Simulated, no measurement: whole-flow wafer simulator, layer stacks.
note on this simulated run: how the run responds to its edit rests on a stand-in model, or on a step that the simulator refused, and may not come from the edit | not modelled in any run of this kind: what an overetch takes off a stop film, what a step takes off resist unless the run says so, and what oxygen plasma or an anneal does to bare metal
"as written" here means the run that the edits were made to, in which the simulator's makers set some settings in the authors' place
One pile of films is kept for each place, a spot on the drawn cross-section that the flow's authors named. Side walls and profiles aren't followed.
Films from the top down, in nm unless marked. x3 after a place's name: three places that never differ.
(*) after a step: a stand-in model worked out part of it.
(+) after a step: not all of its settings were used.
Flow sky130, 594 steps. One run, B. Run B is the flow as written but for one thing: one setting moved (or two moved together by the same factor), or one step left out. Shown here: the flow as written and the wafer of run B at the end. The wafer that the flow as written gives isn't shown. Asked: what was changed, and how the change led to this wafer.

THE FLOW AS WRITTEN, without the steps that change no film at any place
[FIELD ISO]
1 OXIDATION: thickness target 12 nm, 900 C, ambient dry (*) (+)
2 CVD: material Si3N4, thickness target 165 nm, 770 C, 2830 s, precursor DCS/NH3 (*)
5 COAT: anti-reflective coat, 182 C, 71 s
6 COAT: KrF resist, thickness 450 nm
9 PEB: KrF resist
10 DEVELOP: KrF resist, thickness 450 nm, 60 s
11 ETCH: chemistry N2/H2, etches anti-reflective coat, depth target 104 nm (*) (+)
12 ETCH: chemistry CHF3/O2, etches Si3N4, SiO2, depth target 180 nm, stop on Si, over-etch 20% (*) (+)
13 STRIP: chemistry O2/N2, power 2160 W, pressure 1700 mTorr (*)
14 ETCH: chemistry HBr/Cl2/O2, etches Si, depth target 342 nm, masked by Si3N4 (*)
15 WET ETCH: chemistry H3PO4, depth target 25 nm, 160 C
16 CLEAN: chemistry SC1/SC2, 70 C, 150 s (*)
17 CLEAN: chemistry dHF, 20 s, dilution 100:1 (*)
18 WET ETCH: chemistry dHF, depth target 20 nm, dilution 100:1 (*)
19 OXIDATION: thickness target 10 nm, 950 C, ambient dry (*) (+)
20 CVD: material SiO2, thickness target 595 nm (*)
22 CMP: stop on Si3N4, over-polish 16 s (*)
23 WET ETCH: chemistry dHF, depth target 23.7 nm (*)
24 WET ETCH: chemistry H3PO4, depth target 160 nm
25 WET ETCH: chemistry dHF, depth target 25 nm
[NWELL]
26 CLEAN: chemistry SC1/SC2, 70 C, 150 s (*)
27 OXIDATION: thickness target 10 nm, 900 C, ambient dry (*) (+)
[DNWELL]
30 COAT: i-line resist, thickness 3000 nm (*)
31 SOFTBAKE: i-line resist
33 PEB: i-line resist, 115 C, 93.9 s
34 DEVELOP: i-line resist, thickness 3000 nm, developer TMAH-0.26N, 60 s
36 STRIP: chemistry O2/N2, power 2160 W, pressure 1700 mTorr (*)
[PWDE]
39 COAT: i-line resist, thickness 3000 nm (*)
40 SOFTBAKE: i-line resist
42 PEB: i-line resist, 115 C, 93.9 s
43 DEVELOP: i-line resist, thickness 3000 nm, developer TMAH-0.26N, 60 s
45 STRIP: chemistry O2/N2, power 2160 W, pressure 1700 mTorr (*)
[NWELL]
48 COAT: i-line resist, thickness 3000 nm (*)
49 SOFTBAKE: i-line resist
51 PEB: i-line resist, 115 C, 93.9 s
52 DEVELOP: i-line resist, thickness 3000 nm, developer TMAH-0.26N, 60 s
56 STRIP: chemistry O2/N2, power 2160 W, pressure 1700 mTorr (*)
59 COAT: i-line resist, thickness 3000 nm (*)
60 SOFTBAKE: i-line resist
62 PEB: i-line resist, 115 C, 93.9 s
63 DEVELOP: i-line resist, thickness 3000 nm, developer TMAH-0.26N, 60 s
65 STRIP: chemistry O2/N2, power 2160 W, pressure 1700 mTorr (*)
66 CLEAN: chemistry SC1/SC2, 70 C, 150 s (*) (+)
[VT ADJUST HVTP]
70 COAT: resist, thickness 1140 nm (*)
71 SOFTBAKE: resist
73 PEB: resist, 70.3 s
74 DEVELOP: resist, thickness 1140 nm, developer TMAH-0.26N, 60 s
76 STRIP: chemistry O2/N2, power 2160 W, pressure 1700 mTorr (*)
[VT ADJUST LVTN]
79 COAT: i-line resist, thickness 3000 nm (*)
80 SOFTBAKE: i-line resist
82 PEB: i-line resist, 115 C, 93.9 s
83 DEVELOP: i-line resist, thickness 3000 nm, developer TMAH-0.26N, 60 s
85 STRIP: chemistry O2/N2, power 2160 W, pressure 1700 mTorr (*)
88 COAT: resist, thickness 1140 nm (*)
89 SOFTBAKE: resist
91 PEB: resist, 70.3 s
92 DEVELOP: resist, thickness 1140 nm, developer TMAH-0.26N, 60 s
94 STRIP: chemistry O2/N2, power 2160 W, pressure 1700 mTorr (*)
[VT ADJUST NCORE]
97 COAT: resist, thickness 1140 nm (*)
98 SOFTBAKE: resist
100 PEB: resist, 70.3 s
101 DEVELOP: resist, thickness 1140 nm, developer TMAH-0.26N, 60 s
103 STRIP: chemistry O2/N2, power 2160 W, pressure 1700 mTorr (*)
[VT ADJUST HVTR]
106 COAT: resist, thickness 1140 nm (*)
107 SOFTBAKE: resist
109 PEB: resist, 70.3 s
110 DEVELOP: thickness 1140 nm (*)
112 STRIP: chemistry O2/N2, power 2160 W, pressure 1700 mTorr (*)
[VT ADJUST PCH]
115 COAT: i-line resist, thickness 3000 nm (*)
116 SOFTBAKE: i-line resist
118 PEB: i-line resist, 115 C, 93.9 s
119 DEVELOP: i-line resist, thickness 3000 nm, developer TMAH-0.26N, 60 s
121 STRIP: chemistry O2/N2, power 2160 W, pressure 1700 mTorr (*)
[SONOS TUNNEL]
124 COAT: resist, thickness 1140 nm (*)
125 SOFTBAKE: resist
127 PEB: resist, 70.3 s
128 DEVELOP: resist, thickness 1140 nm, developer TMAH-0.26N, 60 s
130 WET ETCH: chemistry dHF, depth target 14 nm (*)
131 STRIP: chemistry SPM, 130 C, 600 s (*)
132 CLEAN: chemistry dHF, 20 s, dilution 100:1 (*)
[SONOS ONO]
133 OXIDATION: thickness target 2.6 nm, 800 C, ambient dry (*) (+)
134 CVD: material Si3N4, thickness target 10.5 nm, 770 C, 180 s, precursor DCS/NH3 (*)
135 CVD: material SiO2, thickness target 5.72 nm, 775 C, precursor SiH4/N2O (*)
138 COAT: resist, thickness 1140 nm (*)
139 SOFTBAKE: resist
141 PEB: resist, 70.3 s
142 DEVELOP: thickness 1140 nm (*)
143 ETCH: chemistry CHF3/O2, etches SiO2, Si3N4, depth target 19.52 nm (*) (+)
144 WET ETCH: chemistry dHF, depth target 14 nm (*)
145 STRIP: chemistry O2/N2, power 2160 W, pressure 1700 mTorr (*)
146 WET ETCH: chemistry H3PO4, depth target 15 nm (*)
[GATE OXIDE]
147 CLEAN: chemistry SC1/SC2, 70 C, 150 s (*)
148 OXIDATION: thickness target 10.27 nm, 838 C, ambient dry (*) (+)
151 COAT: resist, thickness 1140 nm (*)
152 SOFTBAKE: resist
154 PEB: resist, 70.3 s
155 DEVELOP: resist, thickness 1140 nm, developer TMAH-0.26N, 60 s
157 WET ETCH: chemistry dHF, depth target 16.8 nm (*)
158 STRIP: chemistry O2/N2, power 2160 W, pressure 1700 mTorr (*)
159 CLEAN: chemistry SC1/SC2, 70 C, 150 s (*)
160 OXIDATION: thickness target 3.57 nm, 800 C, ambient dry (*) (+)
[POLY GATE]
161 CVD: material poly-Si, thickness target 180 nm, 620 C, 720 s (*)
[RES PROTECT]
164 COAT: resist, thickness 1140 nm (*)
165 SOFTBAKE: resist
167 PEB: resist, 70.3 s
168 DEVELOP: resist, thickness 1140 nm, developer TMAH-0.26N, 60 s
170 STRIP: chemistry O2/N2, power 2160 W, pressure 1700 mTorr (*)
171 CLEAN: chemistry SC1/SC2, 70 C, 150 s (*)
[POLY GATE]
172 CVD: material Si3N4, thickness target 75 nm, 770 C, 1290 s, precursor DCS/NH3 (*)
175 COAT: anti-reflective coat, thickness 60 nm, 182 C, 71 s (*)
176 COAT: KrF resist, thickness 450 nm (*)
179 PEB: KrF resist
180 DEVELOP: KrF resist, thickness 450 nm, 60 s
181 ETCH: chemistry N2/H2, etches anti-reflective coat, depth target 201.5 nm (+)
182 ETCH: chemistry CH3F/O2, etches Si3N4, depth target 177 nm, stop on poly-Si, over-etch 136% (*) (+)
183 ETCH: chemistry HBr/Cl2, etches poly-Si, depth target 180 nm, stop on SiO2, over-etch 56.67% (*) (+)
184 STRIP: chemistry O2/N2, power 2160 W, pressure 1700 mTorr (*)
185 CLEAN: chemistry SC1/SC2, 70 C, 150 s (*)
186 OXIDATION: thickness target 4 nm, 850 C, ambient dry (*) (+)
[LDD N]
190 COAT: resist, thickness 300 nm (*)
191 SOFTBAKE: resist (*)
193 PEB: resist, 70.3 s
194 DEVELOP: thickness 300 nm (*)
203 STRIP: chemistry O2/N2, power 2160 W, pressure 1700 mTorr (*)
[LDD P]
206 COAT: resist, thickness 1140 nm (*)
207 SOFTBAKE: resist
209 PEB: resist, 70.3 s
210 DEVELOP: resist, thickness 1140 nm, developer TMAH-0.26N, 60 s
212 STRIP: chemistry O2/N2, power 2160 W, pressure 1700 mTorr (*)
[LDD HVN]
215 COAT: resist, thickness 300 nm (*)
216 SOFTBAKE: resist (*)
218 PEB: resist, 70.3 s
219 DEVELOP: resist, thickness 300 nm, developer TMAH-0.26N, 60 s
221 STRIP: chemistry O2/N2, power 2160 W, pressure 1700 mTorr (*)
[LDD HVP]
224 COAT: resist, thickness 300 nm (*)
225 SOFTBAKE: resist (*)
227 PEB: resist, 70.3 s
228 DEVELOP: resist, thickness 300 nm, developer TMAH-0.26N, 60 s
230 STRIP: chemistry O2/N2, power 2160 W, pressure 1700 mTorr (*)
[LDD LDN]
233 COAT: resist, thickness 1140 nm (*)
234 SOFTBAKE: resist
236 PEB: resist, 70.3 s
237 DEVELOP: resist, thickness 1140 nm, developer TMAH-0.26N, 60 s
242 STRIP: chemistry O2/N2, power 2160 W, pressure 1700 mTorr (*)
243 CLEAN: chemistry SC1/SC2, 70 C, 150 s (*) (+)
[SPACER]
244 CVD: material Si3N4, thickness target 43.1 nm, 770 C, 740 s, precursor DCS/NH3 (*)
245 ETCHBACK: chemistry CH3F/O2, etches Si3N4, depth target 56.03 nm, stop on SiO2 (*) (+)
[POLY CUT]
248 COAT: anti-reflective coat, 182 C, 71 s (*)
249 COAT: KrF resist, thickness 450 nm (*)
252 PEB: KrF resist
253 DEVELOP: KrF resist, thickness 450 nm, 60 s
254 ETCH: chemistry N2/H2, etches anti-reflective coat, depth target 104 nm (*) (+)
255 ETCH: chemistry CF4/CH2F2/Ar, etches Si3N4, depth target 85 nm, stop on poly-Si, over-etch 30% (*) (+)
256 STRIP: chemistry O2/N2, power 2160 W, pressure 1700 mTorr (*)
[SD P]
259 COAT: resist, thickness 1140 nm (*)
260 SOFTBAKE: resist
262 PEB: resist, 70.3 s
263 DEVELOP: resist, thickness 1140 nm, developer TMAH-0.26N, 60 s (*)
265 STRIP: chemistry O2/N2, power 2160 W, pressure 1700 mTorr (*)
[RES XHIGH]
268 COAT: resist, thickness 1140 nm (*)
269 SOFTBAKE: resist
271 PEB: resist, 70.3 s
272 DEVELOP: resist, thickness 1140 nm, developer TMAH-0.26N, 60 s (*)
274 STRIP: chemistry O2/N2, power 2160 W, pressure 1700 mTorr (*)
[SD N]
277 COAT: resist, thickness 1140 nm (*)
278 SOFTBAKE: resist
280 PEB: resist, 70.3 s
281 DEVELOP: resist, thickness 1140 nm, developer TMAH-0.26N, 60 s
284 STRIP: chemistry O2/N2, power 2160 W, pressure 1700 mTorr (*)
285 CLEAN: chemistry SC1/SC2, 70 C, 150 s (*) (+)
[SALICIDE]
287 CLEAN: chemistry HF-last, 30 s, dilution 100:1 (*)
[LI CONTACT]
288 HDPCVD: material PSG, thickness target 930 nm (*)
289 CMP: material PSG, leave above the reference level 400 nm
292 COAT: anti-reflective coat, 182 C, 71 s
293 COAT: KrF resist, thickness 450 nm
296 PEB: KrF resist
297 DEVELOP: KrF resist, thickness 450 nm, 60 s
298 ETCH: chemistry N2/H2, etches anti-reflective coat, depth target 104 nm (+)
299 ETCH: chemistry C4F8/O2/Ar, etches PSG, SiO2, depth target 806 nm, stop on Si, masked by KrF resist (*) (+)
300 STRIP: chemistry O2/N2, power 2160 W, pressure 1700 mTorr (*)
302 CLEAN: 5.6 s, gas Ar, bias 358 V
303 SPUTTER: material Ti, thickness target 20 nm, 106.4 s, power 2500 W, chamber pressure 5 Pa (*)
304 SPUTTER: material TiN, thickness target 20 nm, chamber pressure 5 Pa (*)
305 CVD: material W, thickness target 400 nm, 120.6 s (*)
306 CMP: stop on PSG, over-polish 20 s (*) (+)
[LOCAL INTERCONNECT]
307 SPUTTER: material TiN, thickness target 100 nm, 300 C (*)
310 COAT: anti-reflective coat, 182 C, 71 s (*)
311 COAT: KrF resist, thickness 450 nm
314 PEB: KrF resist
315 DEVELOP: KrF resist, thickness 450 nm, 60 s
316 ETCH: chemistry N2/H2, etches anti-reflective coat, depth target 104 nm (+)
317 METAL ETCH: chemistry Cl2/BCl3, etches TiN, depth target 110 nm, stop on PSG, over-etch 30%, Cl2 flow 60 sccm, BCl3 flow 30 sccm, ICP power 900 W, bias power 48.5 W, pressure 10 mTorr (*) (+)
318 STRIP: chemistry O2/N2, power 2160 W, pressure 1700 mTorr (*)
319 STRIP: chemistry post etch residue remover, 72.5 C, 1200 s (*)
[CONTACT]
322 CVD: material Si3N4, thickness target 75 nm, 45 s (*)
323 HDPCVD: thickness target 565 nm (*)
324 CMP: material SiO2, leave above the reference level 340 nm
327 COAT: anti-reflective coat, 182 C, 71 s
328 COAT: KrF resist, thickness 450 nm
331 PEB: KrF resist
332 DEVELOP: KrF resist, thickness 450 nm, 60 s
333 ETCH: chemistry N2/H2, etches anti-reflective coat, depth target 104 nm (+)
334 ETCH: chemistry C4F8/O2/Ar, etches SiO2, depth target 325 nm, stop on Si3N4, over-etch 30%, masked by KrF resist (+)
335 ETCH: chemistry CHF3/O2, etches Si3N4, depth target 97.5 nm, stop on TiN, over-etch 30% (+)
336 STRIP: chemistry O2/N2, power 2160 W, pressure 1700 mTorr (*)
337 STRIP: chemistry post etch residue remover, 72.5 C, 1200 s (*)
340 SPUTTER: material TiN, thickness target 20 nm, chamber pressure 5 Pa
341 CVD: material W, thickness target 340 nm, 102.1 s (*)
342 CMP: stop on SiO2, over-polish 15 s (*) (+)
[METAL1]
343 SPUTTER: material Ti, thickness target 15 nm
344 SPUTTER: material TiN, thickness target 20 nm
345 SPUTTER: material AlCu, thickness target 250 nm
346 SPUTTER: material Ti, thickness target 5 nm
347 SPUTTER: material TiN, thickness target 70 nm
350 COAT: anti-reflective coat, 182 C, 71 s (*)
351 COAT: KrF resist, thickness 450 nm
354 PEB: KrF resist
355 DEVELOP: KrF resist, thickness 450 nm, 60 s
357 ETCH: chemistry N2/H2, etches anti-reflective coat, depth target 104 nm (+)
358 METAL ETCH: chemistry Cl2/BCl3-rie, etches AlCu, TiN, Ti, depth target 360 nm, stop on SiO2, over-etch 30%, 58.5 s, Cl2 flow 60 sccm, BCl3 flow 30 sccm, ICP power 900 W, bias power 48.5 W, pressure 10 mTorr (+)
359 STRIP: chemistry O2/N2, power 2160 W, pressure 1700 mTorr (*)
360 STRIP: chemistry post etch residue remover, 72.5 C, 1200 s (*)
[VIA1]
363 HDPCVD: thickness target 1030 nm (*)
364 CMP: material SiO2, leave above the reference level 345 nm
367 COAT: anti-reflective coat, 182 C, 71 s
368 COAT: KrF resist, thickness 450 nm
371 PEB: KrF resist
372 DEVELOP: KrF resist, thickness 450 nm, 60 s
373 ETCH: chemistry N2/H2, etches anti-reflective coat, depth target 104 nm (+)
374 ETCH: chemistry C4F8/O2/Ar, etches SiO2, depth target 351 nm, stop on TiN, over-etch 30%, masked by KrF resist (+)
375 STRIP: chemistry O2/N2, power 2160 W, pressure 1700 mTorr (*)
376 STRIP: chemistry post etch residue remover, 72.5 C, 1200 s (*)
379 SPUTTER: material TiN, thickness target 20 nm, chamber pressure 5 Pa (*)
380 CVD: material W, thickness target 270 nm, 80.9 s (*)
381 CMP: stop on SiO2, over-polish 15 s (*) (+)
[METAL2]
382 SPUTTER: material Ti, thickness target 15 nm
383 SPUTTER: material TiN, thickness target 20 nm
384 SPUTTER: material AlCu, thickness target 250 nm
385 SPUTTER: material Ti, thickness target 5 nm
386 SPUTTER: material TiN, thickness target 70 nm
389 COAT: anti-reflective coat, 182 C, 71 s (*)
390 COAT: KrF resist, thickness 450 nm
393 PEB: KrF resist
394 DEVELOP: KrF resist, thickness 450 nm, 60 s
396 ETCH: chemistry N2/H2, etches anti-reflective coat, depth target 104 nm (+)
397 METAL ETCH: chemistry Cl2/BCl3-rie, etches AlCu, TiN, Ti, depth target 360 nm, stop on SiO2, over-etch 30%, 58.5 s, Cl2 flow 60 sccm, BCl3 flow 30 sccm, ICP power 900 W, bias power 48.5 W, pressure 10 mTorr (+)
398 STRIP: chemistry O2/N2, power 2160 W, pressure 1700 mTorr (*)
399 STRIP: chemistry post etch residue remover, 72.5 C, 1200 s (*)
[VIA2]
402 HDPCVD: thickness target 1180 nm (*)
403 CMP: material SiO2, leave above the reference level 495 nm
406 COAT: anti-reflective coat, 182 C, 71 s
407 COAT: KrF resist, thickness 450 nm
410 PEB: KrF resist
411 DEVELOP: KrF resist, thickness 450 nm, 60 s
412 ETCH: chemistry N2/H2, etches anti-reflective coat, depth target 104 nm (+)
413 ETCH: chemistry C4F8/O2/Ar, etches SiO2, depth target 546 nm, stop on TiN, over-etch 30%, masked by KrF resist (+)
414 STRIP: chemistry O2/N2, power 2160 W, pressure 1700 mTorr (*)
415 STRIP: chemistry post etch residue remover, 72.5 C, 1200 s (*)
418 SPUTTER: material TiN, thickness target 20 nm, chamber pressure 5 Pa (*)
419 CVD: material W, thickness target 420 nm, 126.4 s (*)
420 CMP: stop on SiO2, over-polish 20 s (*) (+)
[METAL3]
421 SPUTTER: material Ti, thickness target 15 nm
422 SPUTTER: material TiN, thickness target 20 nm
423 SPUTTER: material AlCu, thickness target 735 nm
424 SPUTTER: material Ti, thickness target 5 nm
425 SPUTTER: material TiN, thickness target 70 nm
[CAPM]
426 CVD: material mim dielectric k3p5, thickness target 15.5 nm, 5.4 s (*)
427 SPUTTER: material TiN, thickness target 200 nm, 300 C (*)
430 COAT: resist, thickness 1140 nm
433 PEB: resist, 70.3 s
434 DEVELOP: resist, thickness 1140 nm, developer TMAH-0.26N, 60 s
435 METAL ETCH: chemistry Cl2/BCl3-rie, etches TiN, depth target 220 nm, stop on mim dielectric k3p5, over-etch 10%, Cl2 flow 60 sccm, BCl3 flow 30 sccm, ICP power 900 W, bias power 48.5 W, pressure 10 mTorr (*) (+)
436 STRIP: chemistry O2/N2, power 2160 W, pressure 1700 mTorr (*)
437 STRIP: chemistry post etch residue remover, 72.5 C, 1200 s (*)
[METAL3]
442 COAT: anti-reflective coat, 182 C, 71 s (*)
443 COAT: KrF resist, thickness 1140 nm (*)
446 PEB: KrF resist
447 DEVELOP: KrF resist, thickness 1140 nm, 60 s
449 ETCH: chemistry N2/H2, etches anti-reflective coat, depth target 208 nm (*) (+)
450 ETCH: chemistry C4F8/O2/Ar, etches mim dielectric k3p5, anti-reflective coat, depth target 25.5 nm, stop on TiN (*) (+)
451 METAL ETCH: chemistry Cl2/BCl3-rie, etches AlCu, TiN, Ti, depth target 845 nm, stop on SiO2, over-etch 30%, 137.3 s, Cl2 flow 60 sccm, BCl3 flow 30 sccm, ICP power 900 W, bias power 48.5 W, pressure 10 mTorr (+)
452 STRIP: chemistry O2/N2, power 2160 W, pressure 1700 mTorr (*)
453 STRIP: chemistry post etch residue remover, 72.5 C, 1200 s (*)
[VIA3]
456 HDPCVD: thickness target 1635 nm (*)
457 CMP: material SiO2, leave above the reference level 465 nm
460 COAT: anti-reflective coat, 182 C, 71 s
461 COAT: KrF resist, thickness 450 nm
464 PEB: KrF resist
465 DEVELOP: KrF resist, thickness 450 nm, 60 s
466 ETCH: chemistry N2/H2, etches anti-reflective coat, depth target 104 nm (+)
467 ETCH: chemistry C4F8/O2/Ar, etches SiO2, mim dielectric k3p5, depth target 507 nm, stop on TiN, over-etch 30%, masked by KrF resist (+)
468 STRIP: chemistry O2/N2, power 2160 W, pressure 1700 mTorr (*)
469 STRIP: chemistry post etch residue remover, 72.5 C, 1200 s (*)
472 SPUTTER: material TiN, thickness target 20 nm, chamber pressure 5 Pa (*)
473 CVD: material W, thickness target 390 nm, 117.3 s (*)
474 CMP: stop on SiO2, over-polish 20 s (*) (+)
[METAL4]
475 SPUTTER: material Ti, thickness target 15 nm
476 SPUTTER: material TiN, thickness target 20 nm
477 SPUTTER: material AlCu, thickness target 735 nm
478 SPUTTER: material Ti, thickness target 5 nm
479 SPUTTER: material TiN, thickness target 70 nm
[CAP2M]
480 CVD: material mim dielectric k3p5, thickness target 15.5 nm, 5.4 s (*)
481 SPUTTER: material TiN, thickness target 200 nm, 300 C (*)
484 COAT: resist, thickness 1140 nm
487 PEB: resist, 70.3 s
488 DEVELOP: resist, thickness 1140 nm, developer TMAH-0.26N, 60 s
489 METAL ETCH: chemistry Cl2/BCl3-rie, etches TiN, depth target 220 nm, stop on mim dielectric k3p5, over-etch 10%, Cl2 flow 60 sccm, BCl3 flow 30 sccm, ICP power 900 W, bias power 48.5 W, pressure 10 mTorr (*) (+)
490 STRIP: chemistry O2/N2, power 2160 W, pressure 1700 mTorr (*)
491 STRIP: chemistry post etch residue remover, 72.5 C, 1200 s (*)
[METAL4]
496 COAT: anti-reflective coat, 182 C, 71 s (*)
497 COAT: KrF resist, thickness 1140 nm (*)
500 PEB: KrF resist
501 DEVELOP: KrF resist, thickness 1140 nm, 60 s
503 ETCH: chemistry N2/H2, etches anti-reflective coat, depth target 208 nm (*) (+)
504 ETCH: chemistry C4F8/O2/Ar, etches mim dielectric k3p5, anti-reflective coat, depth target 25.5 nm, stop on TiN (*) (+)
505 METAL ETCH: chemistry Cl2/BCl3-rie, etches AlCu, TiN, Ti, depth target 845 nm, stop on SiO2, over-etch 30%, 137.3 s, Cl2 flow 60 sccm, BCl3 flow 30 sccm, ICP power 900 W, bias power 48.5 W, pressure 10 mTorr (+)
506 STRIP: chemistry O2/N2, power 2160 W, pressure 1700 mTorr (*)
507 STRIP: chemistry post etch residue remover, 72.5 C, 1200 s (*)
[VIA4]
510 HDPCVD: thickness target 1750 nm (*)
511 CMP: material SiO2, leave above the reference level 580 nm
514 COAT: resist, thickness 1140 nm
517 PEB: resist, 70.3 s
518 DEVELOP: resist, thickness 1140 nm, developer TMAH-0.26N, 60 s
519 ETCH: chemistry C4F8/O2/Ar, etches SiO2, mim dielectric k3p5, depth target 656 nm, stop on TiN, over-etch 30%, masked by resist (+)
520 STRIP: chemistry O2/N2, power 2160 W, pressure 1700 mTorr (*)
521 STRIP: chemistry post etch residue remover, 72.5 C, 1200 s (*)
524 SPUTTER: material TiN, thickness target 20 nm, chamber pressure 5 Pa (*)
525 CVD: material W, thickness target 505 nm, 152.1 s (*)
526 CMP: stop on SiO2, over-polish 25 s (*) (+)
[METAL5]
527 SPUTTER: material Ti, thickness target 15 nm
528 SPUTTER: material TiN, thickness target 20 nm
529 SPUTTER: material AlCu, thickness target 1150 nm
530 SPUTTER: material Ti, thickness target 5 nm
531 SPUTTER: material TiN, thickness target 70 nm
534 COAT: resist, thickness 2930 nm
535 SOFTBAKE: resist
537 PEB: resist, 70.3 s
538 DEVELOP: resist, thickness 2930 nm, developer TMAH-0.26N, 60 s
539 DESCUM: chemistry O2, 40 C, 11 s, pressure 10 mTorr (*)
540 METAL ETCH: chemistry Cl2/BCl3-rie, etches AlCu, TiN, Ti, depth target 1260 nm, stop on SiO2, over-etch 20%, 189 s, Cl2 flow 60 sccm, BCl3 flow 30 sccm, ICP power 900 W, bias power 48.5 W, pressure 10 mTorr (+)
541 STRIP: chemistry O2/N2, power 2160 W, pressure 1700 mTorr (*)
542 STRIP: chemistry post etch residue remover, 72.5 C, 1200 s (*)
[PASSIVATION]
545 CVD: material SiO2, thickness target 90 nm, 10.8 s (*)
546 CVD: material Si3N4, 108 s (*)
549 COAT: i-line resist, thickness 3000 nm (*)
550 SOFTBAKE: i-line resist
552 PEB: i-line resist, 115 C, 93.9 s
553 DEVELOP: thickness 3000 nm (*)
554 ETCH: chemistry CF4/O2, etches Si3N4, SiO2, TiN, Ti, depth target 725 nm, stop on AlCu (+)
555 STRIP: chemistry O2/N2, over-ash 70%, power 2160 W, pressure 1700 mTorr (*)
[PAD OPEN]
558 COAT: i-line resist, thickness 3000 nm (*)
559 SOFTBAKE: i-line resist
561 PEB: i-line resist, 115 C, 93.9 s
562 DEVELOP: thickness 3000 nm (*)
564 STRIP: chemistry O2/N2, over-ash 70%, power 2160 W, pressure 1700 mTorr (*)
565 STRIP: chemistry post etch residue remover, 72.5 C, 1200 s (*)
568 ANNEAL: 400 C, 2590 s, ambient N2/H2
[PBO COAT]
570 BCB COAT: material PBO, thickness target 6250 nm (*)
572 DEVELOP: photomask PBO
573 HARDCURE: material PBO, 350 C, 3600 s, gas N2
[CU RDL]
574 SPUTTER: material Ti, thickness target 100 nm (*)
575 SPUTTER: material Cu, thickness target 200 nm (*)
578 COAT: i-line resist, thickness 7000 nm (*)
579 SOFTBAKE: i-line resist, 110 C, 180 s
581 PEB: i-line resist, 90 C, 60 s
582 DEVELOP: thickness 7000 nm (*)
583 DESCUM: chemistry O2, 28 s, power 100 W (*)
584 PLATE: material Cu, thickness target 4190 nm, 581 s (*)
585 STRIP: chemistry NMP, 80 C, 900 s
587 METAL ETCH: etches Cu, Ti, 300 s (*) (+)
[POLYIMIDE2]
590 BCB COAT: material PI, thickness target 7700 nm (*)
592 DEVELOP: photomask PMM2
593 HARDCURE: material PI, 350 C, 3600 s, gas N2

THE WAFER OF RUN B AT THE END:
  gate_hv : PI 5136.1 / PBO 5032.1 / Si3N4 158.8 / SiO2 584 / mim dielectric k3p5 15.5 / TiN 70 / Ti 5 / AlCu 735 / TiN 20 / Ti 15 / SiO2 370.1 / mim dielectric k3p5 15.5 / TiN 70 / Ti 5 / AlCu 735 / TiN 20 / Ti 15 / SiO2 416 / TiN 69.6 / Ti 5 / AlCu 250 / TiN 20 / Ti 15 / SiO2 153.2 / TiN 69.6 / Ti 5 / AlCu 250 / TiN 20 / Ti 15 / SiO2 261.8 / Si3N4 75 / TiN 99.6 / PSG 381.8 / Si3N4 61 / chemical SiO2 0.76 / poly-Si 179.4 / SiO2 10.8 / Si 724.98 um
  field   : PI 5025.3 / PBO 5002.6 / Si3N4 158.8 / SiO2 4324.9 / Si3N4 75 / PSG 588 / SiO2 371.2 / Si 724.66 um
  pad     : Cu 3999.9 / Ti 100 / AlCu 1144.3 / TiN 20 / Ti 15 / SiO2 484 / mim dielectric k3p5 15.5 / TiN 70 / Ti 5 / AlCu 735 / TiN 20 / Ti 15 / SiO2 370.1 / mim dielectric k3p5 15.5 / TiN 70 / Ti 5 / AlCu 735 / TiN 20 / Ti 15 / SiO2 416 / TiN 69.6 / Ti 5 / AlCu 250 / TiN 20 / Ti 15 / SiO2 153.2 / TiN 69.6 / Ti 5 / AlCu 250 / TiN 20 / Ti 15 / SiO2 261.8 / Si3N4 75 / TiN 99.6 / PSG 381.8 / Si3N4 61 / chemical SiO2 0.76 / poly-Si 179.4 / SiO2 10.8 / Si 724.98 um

The cause: step 364, CMP: leave above the reference level 231 nm was run, where the flow has leave above the reference level 345 nm.

How the change led to this, step by step:
  364 CMP: material SiO2, leave above the reference level 345 nm
      n_well, p_well, gate_hv and 100 more: SiO2 -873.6 (as written it would be: SiO2 -759.6)
      field, active, gate and 81 more: SiO2 -503.1 (as written it would be: SiO2 -389.1)
      (and at 4 more places)
  374 ETCH: chemistry C4F8/O2/Ar, etches SiO2, depth target 351 nm, stop on TiN, over-etch 30%, masked by KrF resist (+)
      field, active, n_well and 186 more: KrF resist -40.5 (as written it would be: KrF resist -70.1)
      m1, via1_hole: SiO2 -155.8 (all of it) (as written it would be: SiO2 -269.8 (all of it))
  375 STRIP: chemistry O2/N2, power 2160 W, pressure 1700 mTorr (*)
      field, active, n_well and 186 more: KrF resist -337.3 (all of it), anti-reflective coat -80 (all of it) (as written it would be: KrF resist -307.7 (all of it), anti-reflective coat -80 (all of it))
  379 SPUTTER: material TiN, thickness target 20 nm, chamber pressure 5 Pa (*)
      m1: TiN +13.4 (as written it would be: TiN +11)
      via1_hole: TiN +13.4 (as written it would be: TiN +10.9)
  380 CVD: material W, thickness target 270 nm, 80.9 s (*)
      m1: W +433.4 (new film) (as written it would be: W +549.9 (new film))
      via1_hole: W +433.5 (new film) (as written it would be: W +549.9 (new film))
